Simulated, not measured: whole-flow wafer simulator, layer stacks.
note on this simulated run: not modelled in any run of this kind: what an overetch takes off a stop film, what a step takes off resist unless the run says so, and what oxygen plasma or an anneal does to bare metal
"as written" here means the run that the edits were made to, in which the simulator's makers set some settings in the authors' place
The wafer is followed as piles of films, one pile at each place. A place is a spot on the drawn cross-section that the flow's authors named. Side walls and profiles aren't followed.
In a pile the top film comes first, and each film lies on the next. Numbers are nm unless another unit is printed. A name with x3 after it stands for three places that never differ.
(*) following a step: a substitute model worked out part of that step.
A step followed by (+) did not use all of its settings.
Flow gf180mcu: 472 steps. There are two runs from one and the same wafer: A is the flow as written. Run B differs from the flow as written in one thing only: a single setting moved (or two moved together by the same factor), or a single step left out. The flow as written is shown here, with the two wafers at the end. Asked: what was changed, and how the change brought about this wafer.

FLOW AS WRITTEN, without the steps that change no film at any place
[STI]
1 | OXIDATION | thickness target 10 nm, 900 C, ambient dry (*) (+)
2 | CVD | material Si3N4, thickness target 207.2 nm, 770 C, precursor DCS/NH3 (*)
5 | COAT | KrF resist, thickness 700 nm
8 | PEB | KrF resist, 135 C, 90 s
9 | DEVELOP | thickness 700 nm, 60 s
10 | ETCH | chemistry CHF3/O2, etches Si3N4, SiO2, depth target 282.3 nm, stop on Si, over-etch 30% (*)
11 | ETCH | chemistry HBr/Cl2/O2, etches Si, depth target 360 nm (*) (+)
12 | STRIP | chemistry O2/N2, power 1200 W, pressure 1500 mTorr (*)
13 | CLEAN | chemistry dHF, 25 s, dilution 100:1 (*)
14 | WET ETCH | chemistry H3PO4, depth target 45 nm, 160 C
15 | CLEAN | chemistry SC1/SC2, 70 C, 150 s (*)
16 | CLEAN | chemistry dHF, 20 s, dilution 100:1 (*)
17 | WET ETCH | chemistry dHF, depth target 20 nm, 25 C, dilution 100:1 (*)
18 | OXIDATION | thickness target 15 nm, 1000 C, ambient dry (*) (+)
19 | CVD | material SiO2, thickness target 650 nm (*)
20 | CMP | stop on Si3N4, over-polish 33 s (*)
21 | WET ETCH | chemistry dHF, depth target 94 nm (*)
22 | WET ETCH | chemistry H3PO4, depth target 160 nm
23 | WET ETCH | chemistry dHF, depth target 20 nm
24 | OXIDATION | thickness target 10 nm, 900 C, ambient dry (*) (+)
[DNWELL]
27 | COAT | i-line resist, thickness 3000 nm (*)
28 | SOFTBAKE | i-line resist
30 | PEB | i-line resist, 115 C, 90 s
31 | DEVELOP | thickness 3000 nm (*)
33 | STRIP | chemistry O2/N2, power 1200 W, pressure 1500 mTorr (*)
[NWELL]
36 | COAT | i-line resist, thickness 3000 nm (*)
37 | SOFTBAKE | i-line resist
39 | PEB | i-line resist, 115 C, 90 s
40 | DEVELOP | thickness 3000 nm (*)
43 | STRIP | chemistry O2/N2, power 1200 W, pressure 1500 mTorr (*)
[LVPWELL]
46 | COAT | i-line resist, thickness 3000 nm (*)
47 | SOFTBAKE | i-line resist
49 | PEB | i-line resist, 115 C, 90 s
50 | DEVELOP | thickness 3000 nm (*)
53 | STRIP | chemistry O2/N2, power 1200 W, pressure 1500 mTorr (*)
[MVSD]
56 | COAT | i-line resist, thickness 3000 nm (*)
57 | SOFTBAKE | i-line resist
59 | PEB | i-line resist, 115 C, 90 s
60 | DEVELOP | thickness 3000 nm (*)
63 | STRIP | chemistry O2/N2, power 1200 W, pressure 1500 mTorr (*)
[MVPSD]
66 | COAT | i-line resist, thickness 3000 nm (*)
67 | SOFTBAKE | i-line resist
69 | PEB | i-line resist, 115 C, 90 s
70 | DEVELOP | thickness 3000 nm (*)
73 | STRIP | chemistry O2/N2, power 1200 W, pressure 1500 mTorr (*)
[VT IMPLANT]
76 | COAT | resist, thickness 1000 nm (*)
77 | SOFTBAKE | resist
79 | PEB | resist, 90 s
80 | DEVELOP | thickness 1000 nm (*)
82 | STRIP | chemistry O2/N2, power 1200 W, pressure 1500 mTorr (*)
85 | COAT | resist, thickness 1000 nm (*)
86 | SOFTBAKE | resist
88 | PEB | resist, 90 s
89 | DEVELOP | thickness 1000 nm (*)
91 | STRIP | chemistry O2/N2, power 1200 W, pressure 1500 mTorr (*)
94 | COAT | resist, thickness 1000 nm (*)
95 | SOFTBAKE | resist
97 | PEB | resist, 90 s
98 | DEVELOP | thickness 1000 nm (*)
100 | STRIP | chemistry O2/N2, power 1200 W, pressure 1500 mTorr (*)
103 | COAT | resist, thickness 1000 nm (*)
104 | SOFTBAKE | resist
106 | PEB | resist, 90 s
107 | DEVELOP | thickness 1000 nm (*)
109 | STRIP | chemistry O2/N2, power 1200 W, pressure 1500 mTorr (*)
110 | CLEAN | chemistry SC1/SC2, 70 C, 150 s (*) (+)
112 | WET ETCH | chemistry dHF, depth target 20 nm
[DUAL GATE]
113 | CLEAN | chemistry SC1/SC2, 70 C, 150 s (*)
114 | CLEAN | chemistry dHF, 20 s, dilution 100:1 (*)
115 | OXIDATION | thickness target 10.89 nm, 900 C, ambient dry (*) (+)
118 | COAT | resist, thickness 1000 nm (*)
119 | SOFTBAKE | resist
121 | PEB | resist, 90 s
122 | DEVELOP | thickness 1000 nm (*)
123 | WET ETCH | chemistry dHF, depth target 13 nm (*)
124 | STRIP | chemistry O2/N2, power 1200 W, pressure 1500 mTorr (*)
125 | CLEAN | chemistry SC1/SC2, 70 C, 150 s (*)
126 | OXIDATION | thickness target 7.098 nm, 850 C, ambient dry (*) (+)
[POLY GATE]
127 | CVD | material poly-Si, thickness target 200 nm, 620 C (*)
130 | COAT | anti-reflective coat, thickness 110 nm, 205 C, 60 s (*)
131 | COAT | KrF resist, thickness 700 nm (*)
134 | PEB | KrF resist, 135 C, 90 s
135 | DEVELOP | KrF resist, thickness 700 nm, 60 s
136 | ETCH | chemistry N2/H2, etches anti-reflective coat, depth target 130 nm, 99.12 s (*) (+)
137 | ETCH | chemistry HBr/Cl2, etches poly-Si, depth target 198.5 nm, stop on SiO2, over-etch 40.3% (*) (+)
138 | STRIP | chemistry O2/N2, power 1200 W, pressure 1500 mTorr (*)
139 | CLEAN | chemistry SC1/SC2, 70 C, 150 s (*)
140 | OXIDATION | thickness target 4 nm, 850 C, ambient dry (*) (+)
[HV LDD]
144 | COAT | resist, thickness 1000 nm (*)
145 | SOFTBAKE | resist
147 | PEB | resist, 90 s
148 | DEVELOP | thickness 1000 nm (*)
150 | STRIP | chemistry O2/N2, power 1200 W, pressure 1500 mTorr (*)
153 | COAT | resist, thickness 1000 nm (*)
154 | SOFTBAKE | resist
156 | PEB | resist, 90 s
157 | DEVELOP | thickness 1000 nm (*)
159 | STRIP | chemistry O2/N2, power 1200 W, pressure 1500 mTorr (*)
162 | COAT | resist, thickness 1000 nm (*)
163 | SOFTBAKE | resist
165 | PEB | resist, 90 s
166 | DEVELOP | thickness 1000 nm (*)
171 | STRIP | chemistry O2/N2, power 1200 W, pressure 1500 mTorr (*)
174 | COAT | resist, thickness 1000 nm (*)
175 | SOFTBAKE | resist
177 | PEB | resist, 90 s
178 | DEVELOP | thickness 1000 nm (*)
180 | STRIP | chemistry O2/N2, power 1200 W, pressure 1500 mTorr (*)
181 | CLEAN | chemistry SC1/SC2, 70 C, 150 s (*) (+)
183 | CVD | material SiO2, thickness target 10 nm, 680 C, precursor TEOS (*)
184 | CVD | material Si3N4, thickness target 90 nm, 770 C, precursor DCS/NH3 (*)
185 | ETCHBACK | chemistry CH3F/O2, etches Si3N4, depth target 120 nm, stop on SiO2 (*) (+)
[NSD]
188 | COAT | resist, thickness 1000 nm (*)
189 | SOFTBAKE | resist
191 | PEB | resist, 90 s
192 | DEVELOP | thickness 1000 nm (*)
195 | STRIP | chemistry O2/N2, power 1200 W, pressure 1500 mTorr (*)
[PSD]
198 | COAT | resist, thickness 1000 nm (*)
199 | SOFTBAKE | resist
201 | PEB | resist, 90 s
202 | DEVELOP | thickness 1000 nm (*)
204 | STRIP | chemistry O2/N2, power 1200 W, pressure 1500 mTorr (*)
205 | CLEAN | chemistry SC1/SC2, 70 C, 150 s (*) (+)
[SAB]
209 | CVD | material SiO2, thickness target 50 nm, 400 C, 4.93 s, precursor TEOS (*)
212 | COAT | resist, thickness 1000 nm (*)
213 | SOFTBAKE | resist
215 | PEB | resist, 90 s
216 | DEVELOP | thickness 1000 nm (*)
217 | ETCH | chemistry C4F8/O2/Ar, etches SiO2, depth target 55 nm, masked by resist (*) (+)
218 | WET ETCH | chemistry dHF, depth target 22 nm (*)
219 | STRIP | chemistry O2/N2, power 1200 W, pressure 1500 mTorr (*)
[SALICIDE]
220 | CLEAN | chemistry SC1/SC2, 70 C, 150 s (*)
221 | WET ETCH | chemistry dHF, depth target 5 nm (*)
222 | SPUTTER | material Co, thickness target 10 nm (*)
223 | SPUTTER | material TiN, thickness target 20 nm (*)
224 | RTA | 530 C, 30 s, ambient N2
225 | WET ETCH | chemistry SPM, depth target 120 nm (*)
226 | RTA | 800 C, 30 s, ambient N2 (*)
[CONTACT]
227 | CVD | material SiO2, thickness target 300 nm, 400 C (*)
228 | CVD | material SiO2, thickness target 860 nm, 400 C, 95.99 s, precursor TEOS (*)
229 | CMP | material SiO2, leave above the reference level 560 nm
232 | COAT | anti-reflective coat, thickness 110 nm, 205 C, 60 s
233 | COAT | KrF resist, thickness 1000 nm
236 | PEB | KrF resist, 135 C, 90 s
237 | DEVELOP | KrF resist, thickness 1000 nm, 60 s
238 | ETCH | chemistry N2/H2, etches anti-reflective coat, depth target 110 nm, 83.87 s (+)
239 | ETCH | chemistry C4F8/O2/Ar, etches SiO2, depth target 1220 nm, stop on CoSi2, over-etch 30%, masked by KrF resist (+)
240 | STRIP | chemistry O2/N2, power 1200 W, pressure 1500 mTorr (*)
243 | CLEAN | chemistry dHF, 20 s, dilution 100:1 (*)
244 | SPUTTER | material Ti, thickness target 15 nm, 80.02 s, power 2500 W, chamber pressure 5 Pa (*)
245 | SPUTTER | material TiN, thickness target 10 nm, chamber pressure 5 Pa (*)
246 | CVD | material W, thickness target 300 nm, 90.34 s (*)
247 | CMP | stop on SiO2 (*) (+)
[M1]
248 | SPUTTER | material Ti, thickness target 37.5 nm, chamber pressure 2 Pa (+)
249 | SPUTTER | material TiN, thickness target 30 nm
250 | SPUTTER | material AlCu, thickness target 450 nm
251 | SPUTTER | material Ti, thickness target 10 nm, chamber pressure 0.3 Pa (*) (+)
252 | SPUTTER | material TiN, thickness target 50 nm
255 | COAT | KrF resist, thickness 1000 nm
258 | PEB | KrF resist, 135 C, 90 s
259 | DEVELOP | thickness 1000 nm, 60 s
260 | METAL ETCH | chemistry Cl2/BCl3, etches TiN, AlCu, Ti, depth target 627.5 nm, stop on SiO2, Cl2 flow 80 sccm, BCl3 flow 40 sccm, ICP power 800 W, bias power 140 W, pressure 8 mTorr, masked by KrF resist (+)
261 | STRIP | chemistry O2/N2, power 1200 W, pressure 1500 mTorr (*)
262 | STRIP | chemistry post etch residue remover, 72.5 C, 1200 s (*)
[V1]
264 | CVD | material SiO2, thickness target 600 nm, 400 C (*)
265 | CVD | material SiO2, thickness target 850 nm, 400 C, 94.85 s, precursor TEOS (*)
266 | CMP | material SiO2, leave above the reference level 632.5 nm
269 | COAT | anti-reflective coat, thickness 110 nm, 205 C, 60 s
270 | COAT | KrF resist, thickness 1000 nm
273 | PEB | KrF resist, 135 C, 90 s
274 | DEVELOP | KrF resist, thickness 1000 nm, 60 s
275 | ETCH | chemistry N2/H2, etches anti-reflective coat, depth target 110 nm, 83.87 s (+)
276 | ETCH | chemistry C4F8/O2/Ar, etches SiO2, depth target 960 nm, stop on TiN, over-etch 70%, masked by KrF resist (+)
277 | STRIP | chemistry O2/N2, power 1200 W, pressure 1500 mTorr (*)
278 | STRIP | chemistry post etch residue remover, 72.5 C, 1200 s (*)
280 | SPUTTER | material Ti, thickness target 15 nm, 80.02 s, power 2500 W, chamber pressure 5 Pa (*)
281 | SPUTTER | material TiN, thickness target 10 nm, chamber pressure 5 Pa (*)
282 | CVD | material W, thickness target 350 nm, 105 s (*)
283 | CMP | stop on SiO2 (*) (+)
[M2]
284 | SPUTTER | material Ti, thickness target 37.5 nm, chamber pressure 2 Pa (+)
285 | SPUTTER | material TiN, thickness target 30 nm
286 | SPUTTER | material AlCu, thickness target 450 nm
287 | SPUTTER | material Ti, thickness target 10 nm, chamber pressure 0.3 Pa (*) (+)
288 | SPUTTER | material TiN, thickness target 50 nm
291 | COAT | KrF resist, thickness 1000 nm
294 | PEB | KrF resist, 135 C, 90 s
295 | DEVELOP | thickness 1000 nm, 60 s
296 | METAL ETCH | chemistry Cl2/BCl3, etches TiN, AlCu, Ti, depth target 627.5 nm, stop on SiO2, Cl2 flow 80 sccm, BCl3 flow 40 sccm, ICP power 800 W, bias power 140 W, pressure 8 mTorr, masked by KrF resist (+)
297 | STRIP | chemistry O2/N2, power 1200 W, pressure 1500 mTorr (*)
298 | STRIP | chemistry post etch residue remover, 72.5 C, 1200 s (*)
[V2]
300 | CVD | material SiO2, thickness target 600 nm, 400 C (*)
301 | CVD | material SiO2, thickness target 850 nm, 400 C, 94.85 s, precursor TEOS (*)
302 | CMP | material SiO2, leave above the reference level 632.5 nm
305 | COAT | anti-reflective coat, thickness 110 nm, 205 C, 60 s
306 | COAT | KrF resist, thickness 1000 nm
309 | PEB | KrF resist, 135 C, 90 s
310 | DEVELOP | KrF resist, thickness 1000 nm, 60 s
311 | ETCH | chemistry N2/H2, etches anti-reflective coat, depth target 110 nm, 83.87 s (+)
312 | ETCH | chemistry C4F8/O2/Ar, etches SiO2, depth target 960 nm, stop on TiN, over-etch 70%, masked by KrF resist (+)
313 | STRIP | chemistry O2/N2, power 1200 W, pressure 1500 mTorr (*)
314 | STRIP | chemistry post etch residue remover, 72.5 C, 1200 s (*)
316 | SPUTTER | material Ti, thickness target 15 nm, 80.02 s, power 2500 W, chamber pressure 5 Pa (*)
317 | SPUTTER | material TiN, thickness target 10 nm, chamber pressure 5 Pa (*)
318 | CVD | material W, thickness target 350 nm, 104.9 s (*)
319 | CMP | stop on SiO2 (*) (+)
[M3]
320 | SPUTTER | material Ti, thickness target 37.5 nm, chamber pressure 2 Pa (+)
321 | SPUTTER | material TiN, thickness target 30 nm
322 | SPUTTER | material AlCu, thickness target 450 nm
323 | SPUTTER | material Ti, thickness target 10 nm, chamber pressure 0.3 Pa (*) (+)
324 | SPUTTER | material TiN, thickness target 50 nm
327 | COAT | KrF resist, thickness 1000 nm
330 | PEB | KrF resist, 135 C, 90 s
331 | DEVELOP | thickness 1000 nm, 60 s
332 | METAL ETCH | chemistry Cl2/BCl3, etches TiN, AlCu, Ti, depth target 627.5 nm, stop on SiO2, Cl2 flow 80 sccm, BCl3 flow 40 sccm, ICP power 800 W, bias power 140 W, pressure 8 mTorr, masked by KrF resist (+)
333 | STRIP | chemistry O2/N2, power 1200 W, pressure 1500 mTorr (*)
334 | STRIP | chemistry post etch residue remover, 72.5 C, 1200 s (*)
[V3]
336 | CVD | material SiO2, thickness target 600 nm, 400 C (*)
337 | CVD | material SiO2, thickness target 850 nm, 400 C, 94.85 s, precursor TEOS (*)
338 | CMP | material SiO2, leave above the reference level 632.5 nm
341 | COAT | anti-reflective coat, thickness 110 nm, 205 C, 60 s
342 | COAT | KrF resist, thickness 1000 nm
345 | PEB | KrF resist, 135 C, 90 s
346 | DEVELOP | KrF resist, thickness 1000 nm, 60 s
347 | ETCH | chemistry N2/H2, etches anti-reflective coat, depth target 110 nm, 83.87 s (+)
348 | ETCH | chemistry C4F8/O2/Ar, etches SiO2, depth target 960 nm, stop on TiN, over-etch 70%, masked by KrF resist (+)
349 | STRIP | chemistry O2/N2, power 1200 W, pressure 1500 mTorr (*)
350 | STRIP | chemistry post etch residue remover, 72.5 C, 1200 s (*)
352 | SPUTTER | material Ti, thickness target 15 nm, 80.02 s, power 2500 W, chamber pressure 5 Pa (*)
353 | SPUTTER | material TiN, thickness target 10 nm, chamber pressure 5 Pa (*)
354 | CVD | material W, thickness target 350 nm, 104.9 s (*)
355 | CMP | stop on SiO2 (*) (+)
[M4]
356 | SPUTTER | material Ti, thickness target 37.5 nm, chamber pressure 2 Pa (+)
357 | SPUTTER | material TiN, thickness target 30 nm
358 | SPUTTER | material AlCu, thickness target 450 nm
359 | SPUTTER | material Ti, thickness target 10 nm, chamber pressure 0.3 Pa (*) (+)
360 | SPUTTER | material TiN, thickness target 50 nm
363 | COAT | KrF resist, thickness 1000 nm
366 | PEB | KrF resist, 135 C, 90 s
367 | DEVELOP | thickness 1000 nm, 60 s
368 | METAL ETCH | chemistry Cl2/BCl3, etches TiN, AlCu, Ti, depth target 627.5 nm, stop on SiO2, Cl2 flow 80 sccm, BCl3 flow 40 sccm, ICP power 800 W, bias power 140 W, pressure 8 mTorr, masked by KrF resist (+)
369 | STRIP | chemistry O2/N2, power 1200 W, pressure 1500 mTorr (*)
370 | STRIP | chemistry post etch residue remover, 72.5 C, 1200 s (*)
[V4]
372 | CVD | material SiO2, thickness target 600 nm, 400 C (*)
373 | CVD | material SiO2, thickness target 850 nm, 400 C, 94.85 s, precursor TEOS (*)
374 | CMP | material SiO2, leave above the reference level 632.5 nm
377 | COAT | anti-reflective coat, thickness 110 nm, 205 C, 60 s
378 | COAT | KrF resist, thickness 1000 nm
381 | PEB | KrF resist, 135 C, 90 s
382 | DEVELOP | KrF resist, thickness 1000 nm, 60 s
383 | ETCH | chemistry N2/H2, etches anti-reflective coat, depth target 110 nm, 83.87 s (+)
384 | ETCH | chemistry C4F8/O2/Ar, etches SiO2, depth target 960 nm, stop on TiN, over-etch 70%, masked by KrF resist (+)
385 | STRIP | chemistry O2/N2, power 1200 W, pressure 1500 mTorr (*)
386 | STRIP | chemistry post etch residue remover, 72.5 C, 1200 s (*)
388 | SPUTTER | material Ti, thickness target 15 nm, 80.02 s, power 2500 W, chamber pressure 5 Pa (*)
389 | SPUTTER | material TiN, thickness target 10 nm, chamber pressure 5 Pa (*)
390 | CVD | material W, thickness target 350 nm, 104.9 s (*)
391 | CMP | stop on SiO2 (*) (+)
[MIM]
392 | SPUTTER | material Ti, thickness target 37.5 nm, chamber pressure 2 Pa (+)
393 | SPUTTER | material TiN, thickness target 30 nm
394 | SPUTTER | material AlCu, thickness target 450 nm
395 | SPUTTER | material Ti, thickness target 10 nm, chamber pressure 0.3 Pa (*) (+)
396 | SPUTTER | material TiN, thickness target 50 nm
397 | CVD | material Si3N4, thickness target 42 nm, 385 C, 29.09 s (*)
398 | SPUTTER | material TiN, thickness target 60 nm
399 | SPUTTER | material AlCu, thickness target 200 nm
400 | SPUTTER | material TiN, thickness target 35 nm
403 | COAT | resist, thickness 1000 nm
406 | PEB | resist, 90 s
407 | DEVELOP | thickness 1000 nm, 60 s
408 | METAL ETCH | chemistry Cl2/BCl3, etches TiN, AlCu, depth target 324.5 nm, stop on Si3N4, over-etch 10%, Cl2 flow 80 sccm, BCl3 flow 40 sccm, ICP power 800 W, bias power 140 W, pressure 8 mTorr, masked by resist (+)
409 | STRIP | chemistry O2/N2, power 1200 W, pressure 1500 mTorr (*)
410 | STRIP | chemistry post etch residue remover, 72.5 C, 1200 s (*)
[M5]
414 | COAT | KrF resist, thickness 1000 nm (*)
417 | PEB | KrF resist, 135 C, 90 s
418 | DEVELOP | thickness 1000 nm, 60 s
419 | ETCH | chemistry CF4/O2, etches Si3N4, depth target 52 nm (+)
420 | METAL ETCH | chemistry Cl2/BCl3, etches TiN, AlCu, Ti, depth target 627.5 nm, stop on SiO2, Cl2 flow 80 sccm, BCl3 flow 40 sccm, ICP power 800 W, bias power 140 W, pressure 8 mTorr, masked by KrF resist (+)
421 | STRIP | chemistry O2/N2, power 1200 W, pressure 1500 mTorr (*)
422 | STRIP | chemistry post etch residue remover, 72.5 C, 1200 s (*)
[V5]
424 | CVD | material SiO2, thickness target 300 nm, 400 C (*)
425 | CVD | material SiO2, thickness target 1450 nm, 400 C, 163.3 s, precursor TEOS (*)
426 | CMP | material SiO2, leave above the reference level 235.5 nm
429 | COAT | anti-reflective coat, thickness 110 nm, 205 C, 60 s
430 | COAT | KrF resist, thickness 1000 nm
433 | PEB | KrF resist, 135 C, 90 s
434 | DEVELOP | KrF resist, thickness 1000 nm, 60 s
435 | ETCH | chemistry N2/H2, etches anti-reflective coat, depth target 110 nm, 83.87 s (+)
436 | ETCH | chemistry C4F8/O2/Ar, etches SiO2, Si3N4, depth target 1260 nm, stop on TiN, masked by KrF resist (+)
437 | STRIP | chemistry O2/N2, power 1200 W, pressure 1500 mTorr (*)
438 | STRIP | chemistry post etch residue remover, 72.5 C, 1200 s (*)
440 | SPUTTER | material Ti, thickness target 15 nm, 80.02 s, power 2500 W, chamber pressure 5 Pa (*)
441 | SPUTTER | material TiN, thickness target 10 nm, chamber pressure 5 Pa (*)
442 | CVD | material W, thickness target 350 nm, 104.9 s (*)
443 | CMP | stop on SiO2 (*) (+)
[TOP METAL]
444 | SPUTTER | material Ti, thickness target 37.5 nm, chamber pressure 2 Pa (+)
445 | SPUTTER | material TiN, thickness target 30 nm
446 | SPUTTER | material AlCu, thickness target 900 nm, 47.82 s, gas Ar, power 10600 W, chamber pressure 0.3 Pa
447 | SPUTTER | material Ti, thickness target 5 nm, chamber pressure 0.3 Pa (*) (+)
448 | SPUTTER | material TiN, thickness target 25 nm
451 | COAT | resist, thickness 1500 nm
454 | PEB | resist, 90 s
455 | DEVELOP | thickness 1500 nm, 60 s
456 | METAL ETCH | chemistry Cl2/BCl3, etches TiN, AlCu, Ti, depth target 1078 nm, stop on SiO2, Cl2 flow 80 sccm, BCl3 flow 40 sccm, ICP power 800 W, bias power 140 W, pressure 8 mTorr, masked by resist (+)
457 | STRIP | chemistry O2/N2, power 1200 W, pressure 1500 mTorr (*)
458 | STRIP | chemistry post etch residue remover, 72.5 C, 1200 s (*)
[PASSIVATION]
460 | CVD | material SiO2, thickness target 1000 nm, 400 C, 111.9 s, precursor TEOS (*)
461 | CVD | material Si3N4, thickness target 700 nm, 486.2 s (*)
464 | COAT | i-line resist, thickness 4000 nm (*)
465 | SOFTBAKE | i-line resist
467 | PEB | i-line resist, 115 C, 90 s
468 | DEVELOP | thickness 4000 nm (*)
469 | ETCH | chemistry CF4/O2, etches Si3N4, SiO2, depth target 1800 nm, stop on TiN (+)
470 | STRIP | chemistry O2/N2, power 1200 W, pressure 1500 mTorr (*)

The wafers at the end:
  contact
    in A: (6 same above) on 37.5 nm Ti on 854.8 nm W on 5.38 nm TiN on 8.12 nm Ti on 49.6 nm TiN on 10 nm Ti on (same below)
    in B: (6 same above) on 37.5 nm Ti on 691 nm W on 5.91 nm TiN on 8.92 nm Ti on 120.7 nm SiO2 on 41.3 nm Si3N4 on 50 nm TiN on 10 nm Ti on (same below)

Cause: step 436, ETCH: depth target 708.8 nm was run, whereas the flow has depth target 1260 nm.

How this came from the change, step by step:
  436 | ETCH | chemistry C4F8/O2/Ar, etches SiO2, Si3N4, depth target 1260 nm, stop on TiN, masked by KrF resist (+)
      contact: A SiO2 loses 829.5 (all of it), Si3N4 loses 41.3 (all of it) | B SiO2 loses 708.8
      field, field__w1, field__w2 and 108 more: A KrF resist loses 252 | B KrF resist loses 141.8
  437 | STRIP | chemistry O2/N2, power 1200 W, pressure 1500 mTorr (*)
      field, field__w1, field__w2 and 108 more: A KrF resist loses 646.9 (all of it), anti-reflective coat loses 110 (all of it) | B KrF resist loses 757.2 (all of it), anti-reflective coat loses 110 (all of it)
  440 | SPUTTER | material Ti, thickness target 15 nm, 80.02 s, power 2500 W, chamber pressure 5 Pa (*)
      contact: A Ti gains 8.12 (new film) | B Ti gains 8.92 (new film)
  441 | SPUTTER | material TiN, thickness target 10 nm, chamber pressure 5 Pa (*)
      contact: A TiN gains 5.38 (new film) | B TiN gains 5.91 (new film)
  442 | CVD | material W, thickness target 350 nm, 104.9 s (*)
      contact: A W gains 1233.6 (new film) | B W gains 1069.8 (new film)
If metal films that touch count as one body, contact has 2 bodies (between them, from the top down: SiO2 120.7 / Si3N4 41.3); the flow as written gives 1 body.
